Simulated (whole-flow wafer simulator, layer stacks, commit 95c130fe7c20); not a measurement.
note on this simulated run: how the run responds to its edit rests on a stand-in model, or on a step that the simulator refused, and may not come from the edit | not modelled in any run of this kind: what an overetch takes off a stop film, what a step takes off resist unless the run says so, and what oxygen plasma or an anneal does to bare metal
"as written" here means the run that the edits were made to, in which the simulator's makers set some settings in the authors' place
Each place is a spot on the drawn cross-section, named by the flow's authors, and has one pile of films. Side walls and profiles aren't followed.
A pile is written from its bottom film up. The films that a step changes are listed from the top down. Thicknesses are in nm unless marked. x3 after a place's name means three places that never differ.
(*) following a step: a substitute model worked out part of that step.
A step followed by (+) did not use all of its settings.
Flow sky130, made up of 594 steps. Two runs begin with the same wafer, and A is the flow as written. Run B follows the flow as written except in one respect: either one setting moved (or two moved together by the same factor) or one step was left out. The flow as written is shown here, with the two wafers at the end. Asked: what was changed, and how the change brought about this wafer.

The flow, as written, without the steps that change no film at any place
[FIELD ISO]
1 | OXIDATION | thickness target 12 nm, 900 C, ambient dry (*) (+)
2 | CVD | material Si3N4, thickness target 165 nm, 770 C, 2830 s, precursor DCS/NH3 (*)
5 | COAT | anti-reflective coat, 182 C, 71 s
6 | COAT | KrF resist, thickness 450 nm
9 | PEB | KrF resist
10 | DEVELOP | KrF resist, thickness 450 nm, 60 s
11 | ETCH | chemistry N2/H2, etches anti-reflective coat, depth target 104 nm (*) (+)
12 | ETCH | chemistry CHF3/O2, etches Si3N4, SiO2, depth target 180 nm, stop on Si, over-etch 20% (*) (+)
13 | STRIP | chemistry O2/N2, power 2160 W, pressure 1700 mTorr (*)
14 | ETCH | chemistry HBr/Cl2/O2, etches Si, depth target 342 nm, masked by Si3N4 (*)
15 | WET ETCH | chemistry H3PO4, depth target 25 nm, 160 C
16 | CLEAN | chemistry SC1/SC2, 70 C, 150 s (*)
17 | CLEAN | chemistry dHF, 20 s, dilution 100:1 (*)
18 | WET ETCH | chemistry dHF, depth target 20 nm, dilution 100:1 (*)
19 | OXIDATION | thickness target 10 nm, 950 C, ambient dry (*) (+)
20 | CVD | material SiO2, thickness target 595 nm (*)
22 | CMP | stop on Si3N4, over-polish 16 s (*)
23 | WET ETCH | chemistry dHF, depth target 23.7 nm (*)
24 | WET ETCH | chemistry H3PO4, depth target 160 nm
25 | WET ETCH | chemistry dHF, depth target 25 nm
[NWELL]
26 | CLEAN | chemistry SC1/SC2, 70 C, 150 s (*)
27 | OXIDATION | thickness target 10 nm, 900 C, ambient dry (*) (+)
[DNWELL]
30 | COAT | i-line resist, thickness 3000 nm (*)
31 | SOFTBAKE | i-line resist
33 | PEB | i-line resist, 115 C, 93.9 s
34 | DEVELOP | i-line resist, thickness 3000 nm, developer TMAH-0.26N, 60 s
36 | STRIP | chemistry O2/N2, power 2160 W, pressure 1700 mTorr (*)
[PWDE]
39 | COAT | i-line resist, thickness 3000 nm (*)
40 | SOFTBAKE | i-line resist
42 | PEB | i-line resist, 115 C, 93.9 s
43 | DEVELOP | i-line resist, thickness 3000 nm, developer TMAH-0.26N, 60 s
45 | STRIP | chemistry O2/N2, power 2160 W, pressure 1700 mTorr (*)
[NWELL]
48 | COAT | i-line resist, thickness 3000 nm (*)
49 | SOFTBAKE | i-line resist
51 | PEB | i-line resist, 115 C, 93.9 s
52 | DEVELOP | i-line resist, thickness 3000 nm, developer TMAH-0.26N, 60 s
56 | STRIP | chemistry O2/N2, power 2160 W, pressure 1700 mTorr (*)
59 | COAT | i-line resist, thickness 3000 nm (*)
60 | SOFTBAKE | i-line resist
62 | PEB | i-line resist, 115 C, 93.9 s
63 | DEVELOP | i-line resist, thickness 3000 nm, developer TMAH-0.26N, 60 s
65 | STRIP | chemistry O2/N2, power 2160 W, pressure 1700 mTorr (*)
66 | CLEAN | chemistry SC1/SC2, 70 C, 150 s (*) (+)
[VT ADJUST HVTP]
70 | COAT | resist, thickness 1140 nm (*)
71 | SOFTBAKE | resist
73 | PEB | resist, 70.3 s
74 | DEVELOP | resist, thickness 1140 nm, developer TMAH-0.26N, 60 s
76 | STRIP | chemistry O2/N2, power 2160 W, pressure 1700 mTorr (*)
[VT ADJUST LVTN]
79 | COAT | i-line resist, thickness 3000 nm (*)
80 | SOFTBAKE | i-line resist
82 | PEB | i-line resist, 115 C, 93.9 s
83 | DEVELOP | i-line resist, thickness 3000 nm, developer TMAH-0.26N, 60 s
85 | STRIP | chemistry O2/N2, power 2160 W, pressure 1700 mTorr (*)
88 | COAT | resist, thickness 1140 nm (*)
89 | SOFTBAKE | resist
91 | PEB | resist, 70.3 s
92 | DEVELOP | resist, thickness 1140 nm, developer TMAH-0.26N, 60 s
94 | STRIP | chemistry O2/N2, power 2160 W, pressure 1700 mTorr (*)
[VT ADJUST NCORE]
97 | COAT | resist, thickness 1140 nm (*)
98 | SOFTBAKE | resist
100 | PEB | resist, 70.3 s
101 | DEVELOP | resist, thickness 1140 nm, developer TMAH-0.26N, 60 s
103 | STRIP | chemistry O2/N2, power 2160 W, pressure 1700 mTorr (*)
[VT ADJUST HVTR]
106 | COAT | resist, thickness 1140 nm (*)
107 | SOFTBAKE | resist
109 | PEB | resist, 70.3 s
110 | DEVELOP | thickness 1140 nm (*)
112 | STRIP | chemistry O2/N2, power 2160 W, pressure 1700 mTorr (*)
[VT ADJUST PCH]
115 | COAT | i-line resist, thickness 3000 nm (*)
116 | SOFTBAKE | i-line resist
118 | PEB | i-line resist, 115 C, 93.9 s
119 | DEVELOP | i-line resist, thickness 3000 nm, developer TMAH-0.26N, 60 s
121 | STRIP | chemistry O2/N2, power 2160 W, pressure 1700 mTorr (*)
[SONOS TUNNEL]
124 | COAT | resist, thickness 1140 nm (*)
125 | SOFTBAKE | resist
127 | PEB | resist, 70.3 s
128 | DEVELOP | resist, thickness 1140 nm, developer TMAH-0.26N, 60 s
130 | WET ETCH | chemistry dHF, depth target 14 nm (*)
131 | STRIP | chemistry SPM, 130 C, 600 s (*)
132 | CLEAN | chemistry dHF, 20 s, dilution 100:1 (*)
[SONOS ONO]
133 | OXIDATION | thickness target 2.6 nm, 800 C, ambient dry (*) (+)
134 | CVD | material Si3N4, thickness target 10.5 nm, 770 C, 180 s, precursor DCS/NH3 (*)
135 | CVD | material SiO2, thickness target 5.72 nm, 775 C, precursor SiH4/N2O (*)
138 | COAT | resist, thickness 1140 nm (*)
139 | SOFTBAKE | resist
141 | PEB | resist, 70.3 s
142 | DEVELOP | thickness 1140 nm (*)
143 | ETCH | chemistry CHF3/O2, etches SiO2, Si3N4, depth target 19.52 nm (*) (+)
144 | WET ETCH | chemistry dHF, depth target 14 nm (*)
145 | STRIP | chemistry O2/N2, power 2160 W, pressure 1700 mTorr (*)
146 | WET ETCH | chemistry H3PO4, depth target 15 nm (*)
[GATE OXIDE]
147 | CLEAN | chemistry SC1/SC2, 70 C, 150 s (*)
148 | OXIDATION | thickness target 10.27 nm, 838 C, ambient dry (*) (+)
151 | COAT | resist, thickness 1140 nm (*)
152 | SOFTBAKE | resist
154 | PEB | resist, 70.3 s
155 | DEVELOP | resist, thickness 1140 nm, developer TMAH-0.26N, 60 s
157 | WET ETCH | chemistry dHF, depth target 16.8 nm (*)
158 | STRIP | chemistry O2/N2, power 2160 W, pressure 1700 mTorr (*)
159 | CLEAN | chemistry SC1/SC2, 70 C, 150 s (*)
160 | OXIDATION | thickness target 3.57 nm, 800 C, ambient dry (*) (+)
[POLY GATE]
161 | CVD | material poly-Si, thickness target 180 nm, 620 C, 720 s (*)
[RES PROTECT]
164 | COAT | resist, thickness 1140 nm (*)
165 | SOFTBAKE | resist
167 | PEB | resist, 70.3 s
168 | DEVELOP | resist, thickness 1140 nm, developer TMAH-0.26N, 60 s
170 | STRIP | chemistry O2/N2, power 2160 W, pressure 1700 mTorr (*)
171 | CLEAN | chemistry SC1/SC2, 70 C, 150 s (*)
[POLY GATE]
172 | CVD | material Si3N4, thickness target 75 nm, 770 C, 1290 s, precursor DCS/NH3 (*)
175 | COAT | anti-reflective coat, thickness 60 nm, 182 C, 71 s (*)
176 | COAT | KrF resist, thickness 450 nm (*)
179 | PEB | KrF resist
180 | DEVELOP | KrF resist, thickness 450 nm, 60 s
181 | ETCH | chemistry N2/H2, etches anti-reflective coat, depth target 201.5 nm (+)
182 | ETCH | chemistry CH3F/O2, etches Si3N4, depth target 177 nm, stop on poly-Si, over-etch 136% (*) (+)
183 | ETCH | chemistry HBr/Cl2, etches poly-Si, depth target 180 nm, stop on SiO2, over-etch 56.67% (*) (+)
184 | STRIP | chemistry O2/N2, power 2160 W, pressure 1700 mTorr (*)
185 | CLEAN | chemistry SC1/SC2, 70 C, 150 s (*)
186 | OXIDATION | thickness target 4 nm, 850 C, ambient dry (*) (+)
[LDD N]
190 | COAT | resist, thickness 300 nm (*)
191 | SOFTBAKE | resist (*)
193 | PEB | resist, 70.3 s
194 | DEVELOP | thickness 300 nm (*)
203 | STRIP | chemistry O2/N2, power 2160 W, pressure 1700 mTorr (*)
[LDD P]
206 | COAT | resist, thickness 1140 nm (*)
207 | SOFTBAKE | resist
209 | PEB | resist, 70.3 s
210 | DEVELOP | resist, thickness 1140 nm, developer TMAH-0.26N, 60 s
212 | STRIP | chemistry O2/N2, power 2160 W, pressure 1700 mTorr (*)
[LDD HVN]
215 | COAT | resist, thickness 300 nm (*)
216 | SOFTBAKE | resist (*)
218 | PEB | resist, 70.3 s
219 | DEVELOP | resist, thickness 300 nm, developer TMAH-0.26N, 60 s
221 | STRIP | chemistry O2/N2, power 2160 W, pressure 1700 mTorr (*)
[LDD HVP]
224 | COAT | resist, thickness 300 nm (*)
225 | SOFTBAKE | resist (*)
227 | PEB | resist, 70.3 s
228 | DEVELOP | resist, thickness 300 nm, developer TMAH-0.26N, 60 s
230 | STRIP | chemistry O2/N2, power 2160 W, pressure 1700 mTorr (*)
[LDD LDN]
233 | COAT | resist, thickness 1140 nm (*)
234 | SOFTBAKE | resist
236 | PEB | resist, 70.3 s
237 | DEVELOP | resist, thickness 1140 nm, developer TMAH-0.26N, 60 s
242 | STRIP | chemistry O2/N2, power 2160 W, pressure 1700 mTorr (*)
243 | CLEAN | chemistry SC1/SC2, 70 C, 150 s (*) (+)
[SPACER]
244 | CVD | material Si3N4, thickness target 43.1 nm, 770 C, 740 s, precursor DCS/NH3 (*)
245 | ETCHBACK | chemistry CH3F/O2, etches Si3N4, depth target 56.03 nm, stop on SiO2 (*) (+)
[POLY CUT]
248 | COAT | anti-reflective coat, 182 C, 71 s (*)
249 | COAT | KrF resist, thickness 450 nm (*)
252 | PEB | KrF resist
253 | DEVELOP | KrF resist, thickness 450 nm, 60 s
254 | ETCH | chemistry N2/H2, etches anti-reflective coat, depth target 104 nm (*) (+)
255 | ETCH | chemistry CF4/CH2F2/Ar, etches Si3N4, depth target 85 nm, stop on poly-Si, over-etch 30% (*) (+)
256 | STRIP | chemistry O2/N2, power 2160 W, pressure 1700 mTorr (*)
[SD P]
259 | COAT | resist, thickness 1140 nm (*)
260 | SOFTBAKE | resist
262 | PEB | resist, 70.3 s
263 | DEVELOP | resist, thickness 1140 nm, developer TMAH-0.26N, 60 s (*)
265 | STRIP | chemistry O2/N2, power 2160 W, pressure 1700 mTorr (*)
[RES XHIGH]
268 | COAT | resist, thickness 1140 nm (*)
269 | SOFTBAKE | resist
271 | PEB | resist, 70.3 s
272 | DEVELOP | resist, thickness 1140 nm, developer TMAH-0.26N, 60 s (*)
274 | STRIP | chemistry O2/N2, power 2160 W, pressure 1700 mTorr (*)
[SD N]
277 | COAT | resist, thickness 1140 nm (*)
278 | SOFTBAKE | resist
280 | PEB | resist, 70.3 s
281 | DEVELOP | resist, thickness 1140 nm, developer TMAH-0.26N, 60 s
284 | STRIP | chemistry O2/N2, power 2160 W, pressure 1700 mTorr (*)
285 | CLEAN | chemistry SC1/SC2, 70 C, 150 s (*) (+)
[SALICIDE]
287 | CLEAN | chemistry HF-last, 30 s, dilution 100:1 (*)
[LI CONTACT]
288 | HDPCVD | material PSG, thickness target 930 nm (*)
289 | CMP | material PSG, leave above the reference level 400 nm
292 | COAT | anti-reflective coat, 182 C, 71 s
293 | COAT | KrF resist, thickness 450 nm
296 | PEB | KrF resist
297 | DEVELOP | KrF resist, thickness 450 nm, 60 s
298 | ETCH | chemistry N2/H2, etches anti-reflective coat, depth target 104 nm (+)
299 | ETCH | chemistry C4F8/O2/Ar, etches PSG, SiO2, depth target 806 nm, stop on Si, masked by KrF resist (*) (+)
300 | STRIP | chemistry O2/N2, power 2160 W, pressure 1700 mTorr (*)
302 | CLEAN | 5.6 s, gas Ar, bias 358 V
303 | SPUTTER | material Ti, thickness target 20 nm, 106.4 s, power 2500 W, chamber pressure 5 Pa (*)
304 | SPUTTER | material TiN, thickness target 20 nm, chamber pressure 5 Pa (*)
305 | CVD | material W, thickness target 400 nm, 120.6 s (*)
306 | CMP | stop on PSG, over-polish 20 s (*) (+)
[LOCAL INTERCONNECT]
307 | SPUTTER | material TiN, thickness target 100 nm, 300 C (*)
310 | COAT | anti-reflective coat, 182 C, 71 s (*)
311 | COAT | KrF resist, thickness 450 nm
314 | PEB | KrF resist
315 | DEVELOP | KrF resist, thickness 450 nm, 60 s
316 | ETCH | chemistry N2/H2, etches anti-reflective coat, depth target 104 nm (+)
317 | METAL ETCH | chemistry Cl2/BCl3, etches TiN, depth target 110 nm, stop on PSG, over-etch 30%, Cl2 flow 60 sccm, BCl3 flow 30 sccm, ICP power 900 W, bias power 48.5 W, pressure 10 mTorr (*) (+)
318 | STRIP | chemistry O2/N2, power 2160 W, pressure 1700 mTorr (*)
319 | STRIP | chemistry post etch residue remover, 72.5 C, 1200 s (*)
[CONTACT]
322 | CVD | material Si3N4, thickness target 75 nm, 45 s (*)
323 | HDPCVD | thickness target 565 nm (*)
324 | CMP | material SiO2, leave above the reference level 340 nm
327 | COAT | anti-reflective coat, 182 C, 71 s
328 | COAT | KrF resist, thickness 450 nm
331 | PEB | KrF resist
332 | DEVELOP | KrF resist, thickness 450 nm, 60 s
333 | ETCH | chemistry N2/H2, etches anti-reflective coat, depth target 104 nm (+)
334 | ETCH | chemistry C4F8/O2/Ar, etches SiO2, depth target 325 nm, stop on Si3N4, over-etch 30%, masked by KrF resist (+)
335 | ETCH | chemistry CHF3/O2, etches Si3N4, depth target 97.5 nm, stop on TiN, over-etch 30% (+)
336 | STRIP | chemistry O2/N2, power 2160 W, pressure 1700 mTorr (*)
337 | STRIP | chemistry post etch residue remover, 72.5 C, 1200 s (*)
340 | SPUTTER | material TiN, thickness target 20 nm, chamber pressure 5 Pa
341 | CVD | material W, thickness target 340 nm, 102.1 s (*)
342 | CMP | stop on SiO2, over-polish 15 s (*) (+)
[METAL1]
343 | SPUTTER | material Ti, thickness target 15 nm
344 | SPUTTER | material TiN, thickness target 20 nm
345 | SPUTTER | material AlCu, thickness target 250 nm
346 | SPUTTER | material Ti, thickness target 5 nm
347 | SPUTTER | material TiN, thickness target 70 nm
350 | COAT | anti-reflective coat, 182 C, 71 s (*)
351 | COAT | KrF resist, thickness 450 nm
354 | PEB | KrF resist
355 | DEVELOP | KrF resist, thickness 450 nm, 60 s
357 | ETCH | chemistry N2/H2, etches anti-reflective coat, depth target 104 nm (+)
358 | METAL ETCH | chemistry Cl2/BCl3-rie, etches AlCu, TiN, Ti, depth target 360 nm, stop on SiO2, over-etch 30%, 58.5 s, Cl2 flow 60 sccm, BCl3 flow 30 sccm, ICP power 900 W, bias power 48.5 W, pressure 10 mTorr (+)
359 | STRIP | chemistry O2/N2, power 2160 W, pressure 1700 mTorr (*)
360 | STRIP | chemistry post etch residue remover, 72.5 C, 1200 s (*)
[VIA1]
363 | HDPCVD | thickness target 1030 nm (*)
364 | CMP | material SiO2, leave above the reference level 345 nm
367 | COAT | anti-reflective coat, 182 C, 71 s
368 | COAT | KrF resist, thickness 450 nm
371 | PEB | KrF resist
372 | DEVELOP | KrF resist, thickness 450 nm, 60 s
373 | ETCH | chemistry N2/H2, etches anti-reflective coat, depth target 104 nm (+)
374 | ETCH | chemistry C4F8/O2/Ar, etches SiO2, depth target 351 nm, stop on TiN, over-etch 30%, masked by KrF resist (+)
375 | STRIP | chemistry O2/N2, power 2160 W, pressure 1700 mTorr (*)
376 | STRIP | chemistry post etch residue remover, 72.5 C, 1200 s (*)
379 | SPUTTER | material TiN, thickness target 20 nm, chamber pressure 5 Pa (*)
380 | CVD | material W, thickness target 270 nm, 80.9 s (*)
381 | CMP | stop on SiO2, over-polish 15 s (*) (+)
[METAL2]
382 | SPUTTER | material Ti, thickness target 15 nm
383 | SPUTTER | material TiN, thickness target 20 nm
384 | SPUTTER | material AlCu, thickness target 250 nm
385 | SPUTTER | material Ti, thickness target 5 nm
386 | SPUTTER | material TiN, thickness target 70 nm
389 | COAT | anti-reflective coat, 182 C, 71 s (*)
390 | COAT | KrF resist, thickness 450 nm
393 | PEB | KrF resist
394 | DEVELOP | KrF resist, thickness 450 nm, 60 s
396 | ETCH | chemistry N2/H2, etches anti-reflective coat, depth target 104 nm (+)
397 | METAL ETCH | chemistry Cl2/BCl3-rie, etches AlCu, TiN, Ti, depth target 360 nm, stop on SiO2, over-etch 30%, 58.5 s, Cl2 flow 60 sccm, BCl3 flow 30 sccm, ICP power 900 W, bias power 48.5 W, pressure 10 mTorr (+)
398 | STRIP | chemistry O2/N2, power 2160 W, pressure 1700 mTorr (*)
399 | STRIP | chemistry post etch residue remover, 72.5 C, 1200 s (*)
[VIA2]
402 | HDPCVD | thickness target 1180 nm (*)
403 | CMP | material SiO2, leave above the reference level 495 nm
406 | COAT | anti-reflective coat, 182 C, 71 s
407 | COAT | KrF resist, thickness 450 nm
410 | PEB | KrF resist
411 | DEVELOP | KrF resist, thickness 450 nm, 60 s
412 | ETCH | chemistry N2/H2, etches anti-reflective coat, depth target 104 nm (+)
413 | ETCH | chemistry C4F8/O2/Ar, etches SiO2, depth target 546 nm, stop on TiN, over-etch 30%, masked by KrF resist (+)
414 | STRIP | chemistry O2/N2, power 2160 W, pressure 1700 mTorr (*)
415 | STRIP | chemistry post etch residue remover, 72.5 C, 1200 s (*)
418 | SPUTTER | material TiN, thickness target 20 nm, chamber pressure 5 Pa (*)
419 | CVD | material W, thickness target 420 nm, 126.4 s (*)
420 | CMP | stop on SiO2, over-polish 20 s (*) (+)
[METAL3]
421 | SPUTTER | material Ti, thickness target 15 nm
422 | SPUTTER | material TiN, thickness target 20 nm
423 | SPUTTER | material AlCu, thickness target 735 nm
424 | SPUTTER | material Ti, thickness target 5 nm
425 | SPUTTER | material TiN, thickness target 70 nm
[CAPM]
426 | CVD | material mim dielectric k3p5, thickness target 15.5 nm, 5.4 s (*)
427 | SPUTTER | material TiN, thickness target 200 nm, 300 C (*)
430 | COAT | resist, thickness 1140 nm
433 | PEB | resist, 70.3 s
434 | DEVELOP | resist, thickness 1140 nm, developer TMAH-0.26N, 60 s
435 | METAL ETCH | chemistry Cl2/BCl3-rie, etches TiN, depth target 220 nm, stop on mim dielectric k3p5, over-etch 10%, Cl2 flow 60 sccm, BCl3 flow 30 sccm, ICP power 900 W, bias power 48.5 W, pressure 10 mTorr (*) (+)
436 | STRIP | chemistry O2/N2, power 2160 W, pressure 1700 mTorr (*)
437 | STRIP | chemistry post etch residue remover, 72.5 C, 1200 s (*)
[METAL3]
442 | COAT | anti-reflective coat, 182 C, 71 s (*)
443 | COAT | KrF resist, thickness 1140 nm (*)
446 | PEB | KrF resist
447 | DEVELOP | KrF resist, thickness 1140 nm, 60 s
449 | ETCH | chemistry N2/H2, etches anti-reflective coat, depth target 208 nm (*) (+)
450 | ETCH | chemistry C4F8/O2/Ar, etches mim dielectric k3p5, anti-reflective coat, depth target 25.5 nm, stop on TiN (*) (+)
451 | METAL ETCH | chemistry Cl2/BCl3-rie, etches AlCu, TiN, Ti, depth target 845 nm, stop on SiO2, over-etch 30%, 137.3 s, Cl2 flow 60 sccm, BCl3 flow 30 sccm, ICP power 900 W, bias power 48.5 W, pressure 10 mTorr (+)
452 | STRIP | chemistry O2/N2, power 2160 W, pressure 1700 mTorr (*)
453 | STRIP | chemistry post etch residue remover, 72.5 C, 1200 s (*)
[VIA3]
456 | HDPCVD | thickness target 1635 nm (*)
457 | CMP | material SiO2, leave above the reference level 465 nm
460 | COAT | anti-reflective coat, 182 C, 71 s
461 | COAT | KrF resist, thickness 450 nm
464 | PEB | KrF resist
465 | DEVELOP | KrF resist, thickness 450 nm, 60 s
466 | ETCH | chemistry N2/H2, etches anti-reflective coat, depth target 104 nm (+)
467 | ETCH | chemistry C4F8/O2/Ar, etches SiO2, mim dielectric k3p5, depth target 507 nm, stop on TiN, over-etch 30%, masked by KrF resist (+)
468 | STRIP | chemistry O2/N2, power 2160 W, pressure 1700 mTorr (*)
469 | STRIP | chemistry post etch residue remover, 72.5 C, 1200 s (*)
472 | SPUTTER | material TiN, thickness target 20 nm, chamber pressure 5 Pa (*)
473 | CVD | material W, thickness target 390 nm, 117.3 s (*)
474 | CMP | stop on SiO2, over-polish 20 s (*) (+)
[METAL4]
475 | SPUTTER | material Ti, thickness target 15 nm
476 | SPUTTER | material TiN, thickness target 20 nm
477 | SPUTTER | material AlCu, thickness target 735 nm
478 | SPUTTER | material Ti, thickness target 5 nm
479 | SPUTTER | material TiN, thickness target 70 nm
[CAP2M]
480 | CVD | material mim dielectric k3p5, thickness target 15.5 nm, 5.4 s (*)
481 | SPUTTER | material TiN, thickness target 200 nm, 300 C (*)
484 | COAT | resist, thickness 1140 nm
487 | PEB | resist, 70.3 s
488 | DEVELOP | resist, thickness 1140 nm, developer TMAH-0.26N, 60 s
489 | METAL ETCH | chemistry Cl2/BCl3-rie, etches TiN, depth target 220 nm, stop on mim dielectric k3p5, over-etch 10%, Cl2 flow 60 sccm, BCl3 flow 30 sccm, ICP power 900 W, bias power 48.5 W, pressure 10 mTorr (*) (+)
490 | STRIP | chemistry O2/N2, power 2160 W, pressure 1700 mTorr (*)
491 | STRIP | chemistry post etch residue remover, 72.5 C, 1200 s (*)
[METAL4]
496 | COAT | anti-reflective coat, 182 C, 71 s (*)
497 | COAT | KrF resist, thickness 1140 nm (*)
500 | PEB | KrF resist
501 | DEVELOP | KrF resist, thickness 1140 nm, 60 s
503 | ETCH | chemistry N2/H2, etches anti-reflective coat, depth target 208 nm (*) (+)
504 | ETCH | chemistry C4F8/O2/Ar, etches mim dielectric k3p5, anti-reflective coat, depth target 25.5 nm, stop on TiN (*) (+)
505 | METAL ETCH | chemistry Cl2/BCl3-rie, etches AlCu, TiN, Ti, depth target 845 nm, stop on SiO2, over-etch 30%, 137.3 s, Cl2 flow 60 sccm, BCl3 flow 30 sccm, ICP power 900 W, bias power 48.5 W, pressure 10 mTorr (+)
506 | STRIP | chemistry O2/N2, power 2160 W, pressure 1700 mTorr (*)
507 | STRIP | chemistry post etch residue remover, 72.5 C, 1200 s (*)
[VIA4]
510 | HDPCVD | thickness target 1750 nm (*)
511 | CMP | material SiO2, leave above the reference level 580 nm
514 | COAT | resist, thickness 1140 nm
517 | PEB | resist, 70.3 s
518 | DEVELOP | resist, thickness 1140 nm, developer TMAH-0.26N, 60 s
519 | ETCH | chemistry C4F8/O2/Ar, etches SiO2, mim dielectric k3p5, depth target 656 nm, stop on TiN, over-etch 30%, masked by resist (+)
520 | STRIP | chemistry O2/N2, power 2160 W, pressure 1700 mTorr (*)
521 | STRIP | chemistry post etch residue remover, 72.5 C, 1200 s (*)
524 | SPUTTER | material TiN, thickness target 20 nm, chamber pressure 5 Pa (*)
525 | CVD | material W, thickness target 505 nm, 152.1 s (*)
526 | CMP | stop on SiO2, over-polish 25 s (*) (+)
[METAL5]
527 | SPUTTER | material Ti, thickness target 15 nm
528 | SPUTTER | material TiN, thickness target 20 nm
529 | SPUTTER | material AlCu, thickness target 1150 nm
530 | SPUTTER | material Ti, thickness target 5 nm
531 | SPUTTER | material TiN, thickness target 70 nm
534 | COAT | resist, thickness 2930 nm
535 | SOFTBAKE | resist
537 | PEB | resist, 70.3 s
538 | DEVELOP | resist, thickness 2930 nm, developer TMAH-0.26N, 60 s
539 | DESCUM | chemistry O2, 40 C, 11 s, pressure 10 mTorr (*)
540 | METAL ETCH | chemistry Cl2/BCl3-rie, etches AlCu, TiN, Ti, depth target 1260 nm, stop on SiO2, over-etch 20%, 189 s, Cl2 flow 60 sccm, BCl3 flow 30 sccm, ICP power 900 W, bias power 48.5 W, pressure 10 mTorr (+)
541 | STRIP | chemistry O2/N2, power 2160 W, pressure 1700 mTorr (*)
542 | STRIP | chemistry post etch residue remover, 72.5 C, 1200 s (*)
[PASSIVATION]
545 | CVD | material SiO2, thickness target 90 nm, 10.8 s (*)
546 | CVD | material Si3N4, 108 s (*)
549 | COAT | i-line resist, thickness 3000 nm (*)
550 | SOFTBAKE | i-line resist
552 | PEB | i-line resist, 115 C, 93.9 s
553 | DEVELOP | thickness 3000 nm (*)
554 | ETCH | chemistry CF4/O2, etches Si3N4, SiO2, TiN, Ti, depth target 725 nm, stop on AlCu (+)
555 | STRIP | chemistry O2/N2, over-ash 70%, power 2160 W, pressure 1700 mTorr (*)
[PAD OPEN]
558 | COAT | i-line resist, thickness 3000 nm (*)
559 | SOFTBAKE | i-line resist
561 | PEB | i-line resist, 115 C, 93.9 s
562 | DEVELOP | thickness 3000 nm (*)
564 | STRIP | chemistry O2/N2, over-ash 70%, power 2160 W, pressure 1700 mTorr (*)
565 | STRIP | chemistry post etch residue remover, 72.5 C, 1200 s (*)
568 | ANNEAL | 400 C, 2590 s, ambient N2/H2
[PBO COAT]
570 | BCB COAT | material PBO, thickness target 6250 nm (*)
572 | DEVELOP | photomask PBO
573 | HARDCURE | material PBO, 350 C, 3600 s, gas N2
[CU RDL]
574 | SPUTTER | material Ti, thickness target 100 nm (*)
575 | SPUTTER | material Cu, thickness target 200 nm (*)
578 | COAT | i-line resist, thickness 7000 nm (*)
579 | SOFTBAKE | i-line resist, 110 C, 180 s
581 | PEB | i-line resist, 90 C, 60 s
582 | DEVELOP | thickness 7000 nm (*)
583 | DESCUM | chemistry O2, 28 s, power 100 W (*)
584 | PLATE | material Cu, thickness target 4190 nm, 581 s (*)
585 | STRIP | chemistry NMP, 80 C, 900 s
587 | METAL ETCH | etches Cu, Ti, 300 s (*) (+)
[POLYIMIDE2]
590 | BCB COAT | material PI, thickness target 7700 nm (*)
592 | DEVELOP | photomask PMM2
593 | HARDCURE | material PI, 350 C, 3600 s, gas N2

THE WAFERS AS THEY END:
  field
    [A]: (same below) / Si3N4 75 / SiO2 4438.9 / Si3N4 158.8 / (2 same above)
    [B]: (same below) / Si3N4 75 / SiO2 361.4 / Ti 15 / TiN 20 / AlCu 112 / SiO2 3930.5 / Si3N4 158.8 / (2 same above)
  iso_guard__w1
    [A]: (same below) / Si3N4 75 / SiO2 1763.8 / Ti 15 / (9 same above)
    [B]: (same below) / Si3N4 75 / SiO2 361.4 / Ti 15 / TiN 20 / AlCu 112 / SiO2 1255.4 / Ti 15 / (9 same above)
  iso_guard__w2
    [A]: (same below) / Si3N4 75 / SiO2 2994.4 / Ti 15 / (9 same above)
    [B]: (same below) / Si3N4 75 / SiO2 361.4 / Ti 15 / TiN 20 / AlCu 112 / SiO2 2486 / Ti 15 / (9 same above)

Cause: step 358, METAL ETCH: depth target 158.4 nm was run, while the flow as written has depth target 360 nm; step 358, METAL ETCH: 25.7 s was run, where the flow has 58.5 s.

Step by step, how the change led to this:
  358 | METAL ETCH | chemistry Cl2/BCl3-rie, etches AlCu, TiN, Ti, depth target 360 nm, stop on SiO2, over-etch 30%, 58.5 s, Cl2 flow 60 sccm, BCl3 flow 30 sccm, ICP power 900 W, bias power 48.5 W, pressure 10 mTorr (+)
      field, active, gate and 81 more: A TiN loses 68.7 (all of it), Ti loses 5 (all of it), AlCu loses 250 (all of it), TiN loses 20 (all of it), Ti loses 15 (all of it), SiO2 loses 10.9 | B TiN loses 68.7 (all of it), Ti loses 5 (all of it), AlCu loses 132.3
      n_well, p_well, gate_hv and 104 more: A KrF resist loses 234 | B KrF resist loses 103
  359 | STRIP | chemistry O2/N2, power 2160 W, pressure 1700 mTorr (*)
      n_well, p_well, gate_hv and 100 more: A KrF resist loses 143.8 (all of it), anti-reflective coat loses 80 (all of it) | B KrF resist loses 274.9 (all of it), anti-reflective coat loses 80 (all of it)
      poly_licon, ndiff_licon, ndiff_licon_cpp, rpo_hd_licon: A KrF resist loses 143.9 (all of it), anti-reflective coat loses 80.5 (all of it) | B KrF resist loses 274.9 (all of it), anti-reflective coat loses 80.5 (all of it)
  360 | STRIP | chemistry post etch residue remover, 72.5 C, 1200 s (*)
      field, active, gate and 81 more: A nothing | B AlCu loses 5.72
  363 | HDPCVD | thickness target 1030 nm (*)
      field, active, gate and 81 more: A SiO2 gains 1030 | B SiO2 gains 1030 (new film)
  364 | CMP | material SiO2, leave above the reference level 345 nm
      field, active, gate and 81 more: A SiO2 loses 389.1 | B SiO2 loses 547
If metal films that touch count as one body, field has 1 body; the flow as written gives 0 bodies.
If metal films that touch count as one body, iso_guard__w1 has 2 bodies (between them, from the top down: SiO2 1255.4); the flow as written gives 1 body.
If metal films that touch count as one body, iso_guard__w2 has 2 bodies (between them, from the top down: SiO2 2486); the flow as written gives 1 body.
